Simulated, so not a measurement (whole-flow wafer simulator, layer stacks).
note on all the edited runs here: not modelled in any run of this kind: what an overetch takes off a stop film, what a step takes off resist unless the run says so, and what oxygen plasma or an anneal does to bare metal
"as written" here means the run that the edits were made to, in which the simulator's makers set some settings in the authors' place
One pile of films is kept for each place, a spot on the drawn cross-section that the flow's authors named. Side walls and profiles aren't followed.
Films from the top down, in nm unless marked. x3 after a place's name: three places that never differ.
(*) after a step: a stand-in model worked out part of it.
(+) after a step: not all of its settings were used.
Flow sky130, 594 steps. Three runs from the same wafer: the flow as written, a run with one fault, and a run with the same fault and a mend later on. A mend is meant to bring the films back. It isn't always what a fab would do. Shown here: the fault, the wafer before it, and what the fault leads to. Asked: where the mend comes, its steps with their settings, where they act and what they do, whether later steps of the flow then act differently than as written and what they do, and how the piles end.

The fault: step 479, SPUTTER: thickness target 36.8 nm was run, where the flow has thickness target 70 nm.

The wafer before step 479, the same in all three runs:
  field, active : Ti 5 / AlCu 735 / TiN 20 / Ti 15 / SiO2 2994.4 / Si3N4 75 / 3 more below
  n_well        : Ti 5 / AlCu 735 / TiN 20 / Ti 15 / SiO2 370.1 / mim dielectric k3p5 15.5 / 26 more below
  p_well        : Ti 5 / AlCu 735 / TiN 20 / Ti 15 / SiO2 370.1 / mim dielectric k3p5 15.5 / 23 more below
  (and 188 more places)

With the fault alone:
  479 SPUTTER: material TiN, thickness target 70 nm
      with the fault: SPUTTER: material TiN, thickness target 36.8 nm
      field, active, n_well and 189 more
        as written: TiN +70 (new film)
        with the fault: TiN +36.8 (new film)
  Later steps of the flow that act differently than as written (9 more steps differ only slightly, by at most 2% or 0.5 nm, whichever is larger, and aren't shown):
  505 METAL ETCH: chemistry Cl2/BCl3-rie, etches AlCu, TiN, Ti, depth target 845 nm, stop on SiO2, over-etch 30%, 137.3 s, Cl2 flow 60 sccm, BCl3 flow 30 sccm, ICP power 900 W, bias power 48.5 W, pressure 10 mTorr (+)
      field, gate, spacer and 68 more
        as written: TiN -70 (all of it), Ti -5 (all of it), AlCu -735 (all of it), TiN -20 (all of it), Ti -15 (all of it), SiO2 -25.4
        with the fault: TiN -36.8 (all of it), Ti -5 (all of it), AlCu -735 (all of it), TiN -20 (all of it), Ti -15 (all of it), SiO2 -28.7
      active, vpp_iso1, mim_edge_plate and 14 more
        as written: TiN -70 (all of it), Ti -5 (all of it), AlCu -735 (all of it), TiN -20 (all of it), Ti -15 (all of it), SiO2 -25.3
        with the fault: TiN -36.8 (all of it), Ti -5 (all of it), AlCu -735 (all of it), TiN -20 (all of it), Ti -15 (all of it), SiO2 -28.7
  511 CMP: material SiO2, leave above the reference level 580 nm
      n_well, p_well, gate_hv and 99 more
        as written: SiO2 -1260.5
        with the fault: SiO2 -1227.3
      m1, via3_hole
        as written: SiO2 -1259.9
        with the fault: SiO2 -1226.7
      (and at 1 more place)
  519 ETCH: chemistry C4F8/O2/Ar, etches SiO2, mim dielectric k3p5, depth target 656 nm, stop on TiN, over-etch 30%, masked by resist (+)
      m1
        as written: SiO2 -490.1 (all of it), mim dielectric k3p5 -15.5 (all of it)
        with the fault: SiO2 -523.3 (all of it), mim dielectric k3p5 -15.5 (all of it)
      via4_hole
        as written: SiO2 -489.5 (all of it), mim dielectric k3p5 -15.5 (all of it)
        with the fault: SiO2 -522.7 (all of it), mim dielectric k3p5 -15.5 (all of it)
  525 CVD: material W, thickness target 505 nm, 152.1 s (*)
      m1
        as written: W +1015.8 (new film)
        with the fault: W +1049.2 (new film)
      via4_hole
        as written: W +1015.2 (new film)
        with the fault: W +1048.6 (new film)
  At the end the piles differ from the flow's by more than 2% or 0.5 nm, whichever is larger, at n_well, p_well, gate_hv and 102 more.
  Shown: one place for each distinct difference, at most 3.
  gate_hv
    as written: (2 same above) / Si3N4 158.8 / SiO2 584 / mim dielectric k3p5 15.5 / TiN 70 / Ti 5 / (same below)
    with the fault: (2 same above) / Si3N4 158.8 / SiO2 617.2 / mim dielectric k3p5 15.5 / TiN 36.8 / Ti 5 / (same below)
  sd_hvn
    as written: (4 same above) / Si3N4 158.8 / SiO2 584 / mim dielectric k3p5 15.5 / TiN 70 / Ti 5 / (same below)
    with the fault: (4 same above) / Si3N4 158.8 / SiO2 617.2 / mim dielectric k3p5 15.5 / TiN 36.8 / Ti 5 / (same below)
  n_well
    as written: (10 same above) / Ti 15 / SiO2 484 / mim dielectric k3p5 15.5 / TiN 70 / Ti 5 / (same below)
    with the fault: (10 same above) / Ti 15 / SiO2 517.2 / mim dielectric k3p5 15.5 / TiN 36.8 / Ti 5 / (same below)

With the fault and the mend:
  The mend comes after step 479.
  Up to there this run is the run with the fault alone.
  479a SPUTTER: material TiN, thickness target 33.2 nm (the flow's step 479 once more, with other settings)
      field, active, n_well and 189 more
        TiN +33.2
  No later step of the flow acts differently than as written at any place that is followed.
  At the end the piles are the same as the flow's at every place that both follow.
